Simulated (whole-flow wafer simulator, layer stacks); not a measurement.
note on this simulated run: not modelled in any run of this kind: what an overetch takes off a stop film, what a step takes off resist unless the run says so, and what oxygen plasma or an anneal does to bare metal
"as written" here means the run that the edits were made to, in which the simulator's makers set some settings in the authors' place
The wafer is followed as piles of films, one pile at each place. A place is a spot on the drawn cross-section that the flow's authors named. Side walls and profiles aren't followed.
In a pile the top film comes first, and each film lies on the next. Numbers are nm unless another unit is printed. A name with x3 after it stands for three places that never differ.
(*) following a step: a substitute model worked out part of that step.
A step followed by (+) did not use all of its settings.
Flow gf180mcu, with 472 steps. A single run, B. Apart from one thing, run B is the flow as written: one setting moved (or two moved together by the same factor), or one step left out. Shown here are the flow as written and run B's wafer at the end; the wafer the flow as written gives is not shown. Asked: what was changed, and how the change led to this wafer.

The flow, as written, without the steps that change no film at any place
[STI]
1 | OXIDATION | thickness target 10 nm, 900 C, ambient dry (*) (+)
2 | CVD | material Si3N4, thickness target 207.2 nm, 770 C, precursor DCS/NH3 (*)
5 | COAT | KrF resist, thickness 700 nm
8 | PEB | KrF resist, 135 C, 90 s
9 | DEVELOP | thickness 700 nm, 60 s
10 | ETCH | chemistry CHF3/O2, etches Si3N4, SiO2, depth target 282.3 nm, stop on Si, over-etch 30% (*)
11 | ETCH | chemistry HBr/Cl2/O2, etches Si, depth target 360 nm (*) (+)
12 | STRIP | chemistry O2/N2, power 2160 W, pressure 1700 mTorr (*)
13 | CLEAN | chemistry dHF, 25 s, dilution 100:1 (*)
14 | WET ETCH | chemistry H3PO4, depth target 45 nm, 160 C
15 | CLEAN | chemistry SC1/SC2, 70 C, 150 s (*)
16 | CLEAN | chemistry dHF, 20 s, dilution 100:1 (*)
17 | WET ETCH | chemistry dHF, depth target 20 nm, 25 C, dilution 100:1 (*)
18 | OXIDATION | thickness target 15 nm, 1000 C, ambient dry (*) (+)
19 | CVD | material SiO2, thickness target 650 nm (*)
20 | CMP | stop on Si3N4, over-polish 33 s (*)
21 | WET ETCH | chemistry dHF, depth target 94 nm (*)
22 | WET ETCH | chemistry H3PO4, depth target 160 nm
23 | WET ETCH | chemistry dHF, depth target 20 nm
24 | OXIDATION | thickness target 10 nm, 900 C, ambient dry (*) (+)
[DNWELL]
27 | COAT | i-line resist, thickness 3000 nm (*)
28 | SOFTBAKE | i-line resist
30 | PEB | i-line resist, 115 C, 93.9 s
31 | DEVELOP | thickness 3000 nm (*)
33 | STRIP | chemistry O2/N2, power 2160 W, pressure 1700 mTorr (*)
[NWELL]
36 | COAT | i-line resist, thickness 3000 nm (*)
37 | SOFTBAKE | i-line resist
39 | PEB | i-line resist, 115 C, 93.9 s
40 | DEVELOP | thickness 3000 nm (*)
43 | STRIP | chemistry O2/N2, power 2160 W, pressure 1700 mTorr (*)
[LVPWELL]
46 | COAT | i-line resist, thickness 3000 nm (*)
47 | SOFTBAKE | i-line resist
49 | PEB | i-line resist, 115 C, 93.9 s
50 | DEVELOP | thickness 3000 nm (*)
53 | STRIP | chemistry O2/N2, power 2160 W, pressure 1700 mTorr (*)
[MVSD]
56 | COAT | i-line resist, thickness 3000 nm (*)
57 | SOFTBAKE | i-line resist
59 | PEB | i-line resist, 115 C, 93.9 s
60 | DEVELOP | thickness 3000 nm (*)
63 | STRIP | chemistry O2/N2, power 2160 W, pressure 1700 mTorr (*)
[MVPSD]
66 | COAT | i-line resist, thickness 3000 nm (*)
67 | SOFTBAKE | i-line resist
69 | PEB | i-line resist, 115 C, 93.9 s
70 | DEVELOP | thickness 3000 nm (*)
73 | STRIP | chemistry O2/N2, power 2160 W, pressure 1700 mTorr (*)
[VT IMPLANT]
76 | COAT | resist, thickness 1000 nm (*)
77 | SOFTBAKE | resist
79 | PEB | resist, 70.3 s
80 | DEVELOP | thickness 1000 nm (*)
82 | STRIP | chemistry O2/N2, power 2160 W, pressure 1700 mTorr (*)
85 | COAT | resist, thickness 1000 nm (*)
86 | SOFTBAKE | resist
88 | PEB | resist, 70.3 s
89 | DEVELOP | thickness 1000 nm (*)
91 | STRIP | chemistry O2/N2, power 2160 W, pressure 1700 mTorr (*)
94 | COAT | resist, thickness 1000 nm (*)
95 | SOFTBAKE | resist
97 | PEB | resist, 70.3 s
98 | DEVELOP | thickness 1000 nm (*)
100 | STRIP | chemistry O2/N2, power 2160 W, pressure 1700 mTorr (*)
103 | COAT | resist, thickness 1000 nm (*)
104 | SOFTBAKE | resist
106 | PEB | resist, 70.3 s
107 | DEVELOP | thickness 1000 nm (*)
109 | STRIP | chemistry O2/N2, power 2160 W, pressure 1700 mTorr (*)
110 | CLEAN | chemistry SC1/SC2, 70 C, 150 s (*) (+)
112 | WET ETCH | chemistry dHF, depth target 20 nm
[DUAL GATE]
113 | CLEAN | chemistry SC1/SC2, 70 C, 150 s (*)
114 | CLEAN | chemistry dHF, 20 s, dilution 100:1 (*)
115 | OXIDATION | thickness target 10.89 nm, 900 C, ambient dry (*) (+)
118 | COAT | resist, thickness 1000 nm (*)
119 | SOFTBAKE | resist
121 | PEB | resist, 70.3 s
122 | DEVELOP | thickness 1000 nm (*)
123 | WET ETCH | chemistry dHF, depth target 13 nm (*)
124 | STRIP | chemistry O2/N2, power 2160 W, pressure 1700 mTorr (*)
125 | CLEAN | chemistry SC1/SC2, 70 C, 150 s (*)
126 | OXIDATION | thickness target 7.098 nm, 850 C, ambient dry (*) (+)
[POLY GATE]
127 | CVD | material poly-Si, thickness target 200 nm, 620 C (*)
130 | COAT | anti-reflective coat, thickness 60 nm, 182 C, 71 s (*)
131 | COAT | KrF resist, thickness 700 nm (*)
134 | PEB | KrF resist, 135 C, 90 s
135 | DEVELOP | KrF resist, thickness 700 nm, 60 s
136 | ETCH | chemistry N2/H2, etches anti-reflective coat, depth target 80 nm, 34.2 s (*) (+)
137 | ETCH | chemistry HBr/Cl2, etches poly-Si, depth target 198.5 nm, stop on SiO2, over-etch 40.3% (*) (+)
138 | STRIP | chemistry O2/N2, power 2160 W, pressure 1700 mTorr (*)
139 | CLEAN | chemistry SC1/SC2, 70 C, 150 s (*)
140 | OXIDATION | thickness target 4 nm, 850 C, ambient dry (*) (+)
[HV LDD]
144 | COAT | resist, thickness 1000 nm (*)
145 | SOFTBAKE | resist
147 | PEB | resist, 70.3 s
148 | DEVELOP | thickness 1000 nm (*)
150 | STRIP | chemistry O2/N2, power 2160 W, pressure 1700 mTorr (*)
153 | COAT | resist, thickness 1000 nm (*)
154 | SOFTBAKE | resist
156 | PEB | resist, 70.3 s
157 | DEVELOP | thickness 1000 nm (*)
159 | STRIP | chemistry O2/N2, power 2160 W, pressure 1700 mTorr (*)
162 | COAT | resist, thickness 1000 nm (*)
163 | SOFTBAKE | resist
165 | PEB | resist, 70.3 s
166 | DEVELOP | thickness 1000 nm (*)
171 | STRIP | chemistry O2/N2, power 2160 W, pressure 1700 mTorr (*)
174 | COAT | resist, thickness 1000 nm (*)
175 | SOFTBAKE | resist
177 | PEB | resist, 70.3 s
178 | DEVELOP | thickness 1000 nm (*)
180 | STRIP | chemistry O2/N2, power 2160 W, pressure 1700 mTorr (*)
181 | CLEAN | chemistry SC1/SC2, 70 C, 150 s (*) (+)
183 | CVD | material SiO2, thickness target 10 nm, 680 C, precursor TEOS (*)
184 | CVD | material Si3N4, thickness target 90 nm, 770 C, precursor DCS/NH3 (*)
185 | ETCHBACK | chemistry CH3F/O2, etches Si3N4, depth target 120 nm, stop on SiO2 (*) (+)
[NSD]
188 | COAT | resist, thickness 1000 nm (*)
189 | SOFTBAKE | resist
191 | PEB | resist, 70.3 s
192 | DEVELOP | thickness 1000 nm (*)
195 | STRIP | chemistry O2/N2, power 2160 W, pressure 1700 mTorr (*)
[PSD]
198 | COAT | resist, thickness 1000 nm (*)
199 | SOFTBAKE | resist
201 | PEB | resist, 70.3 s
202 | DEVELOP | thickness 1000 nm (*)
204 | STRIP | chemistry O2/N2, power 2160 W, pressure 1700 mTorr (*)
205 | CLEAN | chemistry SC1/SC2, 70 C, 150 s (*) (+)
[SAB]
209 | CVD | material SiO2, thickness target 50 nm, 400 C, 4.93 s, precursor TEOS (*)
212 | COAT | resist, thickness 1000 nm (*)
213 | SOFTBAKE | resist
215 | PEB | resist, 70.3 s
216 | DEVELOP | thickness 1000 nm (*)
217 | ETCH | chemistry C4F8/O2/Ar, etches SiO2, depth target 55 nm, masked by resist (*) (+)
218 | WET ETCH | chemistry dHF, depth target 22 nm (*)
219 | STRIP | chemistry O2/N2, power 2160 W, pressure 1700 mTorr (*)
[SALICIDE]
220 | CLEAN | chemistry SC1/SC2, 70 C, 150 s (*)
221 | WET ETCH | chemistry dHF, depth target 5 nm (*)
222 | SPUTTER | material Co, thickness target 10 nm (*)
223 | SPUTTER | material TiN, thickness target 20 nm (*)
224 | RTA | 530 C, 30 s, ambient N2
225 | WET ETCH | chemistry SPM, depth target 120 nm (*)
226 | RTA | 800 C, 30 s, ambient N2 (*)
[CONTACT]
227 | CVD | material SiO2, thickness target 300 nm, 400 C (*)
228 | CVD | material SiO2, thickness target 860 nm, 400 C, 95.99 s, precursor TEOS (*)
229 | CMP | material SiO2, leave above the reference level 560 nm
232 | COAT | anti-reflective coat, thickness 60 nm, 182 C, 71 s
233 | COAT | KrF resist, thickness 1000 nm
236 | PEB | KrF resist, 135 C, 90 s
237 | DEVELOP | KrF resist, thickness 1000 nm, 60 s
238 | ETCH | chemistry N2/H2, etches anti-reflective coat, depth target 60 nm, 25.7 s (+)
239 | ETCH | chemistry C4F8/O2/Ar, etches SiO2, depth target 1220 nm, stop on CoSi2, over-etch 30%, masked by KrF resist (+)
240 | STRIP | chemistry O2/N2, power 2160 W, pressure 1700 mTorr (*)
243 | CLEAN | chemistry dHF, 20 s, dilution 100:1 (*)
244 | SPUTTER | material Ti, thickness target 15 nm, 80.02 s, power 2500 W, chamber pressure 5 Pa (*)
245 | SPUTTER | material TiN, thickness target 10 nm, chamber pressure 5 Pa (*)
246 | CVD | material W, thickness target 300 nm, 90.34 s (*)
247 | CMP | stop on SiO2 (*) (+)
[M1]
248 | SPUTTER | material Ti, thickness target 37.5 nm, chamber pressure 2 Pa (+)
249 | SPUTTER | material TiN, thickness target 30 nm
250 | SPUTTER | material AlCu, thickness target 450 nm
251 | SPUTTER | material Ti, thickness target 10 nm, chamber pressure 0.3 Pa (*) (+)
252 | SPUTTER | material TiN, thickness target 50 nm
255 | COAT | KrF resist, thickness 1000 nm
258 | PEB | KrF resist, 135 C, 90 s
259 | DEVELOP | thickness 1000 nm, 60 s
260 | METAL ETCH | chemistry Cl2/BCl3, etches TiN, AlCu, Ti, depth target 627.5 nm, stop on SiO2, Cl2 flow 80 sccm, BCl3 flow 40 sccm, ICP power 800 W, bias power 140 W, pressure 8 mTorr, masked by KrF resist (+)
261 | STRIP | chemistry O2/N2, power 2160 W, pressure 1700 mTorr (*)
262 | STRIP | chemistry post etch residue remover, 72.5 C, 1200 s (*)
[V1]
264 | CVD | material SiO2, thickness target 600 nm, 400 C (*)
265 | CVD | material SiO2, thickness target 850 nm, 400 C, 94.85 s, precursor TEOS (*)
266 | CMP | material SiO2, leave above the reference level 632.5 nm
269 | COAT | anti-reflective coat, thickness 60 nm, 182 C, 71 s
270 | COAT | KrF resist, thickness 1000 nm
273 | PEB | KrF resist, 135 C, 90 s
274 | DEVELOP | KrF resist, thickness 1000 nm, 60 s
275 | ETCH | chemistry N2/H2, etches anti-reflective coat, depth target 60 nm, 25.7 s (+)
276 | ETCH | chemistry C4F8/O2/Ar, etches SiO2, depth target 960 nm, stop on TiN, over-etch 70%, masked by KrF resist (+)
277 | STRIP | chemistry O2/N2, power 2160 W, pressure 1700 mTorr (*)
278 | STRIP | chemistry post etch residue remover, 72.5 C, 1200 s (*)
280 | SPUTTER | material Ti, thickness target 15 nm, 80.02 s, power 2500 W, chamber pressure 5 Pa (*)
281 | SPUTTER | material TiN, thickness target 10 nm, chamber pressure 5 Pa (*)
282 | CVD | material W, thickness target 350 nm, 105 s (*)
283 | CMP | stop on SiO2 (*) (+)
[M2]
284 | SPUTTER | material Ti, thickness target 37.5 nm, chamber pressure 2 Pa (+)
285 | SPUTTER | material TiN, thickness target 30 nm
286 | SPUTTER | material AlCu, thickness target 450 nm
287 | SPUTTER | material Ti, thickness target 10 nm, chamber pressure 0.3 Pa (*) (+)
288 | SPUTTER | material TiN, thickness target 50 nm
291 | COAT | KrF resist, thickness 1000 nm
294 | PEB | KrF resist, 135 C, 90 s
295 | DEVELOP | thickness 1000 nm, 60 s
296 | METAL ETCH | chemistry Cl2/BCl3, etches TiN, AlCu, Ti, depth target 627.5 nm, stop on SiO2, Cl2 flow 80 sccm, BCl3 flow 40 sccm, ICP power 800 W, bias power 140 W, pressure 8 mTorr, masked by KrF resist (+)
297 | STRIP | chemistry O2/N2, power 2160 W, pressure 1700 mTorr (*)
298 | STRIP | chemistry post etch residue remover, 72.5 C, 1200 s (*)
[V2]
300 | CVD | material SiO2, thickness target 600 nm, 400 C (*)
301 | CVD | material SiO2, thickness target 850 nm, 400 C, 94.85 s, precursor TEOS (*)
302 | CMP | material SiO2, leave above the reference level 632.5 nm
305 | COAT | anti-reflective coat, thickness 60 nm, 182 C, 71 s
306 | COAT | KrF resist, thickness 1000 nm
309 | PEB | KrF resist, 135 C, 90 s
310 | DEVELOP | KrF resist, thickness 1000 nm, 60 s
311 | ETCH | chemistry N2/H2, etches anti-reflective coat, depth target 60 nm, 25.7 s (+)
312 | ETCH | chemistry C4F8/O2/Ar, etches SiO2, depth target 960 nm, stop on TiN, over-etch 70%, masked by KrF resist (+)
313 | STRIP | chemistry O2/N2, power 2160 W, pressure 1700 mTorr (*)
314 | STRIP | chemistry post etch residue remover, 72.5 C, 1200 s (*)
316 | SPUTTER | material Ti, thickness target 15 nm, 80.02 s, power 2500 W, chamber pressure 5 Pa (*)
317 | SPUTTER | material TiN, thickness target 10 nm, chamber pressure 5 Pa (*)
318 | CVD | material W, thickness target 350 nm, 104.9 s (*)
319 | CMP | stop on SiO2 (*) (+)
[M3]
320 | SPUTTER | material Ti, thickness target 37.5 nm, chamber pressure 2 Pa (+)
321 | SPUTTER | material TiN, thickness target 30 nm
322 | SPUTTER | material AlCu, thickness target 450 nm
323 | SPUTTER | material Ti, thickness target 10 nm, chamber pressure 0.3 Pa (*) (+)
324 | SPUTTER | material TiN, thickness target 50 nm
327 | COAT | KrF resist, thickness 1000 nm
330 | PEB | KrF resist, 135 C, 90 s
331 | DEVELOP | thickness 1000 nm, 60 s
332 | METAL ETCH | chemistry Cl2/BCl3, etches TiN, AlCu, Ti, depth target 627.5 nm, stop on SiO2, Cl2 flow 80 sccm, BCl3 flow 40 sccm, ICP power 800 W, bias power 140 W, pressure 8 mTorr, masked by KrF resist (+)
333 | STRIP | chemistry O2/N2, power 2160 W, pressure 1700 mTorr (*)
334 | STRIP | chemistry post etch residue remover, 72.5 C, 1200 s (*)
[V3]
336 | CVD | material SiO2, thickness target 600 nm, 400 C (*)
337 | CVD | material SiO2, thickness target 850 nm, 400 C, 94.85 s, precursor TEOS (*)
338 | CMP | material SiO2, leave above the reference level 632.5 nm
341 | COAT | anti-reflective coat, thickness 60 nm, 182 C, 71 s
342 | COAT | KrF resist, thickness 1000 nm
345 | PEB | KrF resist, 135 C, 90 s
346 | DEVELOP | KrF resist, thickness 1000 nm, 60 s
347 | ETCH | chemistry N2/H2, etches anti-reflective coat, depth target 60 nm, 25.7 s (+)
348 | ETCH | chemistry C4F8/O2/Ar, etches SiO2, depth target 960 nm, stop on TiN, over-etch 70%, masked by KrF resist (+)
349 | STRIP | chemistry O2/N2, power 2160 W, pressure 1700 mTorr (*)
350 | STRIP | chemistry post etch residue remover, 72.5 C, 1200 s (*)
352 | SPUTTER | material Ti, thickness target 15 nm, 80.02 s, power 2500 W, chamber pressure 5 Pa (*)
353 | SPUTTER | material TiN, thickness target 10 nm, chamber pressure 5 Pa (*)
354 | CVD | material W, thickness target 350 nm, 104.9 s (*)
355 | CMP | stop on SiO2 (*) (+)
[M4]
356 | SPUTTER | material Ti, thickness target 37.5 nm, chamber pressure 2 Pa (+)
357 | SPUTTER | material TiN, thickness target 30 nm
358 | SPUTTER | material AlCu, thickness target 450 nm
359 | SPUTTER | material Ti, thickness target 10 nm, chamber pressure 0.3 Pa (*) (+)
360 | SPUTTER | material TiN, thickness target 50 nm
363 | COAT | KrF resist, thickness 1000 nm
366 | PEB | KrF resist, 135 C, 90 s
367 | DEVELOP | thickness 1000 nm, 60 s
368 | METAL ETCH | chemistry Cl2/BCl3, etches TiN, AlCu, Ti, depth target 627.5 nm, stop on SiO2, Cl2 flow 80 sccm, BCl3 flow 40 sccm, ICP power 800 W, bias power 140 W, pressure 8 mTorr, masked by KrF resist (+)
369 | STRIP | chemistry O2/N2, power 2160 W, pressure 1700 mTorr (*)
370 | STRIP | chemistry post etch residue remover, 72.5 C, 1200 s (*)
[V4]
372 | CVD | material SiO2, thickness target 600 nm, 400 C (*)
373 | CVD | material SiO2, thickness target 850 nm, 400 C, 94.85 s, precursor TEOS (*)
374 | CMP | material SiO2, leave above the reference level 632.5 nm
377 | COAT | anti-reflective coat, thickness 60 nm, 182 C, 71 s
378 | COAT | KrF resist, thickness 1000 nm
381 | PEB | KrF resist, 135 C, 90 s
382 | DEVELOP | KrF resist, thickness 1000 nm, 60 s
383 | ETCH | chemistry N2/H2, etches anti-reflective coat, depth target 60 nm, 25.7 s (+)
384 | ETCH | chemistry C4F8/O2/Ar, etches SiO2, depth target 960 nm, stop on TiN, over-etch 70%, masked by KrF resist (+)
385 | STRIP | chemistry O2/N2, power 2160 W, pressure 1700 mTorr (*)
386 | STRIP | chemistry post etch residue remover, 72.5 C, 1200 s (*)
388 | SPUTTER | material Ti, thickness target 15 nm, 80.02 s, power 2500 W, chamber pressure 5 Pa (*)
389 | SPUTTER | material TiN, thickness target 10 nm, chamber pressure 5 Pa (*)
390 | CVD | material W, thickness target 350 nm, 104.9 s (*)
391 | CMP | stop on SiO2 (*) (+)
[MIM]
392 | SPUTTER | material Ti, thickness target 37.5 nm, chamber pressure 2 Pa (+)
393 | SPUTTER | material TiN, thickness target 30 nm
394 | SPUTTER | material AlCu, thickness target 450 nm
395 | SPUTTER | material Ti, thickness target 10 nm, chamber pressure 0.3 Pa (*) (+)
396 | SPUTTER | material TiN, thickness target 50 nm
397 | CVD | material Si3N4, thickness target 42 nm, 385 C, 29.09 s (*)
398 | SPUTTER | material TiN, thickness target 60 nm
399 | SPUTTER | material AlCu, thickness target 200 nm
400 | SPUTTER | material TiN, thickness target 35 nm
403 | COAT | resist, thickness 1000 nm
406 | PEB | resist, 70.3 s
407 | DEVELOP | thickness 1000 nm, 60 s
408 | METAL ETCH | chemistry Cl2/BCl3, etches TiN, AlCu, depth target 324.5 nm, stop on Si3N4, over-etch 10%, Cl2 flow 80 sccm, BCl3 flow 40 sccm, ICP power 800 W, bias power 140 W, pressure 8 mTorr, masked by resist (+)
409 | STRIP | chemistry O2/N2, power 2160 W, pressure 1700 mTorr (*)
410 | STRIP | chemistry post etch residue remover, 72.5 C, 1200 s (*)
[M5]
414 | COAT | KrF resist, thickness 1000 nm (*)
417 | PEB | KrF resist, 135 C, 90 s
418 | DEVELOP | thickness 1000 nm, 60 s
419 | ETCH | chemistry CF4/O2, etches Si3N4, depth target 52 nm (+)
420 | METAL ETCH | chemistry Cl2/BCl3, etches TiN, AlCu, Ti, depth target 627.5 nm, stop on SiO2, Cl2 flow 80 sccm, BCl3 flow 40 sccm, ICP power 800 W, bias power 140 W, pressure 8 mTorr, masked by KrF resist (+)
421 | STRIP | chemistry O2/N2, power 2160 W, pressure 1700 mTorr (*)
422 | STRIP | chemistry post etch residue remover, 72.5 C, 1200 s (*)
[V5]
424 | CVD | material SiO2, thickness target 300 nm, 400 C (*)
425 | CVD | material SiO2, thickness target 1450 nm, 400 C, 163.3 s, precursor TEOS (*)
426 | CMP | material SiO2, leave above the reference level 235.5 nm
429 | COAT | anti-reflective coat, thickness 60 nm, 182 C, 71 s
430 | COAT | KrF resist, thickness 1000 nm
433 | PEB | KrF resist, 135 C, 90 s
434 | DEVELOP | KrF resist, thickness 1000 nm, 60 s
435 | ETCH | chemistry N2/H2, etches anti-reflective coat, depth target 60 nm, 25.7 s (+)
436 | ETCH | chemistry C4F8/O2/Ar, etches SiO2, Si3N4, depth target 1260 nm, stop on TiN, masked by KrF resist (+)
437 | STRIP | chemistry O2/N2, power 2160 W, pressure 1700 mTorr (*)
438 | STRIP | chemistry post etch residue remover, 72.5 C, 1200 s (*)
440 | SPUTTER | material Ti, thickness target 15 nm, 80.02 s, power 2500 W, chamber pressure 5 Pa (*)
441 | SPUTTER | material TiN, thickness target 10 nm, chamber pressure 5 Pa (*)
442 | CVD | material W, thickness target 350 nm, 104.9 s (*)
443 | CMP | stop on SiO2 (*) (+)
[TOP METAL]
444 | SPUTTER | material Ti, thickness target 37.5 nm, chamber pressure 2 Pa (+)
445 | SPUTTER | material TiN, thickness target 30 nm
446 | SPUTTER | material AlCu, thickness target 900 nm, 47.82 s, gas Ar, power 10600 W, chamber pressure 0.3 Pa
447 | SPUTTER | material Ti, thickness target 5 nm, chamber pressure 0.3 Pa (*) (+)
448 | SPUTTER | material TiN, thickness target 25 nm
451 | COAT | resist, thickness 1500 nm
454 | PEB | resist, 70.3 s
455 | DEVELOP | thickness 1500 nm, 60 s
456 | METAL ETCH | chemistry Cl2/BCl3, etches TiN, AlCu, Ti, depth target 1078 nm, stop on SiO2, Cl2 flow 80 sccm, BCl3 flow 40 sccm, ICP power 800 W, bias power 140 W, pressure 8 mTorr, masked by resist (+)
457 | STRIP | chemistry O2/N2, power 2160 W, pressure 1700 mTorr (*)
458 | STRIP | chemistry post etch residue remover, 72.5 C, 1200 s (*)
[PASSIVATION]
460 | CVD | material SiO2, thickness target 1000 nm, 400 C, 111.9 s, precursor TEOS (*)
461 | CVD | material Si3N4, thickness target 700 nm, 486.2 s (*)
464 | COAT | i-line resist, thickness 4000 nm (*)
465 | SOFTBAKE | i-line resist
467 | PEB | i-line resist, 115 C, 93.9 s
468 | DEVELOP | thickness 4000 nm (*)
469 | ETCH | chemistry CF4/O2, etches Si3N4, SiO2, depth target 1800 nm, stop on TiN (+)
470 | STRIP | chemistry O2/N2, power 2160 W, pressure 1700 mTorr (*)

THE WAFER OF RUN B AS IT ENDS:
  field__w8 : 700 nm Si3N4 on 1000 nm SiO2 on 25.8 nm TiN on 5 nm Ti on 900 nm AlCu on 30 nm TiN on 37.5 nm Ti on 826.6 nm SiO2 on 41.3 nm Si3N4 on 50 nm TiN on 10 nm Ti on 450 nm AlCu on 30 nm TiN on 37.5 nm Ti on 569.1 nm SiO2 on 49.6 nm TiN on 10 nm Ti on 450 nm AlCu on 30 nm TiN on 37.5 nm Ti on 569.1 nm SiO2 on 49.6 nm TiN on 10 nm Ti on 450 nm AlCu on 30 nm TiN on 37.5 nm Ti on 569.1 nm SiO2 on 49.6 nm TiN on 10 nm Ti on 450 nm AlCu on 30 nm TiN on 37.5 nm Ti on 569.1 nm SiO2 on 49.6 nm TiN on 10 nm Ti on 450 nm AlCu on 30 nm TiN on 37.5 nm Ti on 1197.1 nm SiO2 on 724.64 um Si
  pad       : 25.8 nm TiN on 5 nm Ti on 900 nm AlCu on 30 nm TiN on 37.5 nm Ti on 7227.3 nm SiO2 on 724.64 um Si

Cause: step 448, SPUTTER: thickness target 26.2 nm was run, while the flow as written has thickness target 25 nm.

Step by step, how the change led to this:
  448 | SPUTTER | material TiN, thickness target 25 nm
      field, field__w1, field__w2 and 109 more: +26.2 TiN (new film) (it would be, as written: +25 TiN (new film))
  456 | METAL ETCH | chemistry Cl2/BCl3, etches TiN, AlCu, Ti, depth target 1078 nm, stop on SiO2, Cl2 flow 80 sccm, BCl3 flow 40 sccm, ICP power 800 W, bias power 140 W, pressure 8 mTorr, masked by resist (+)
      field, field__w1, field__w2 and 103 more: -26.2 TiN (all of it), -5 Ti (all of it), -900 AlCu (all of it), -30 TiN (all of it), -37.5 Ti (all of it) (it would be, as written: -25 TiN (all of it), -5 Ti (all of it), -900 AlCu (all of it), -30 TiN (all of it), -37.5 Ti (all of it))
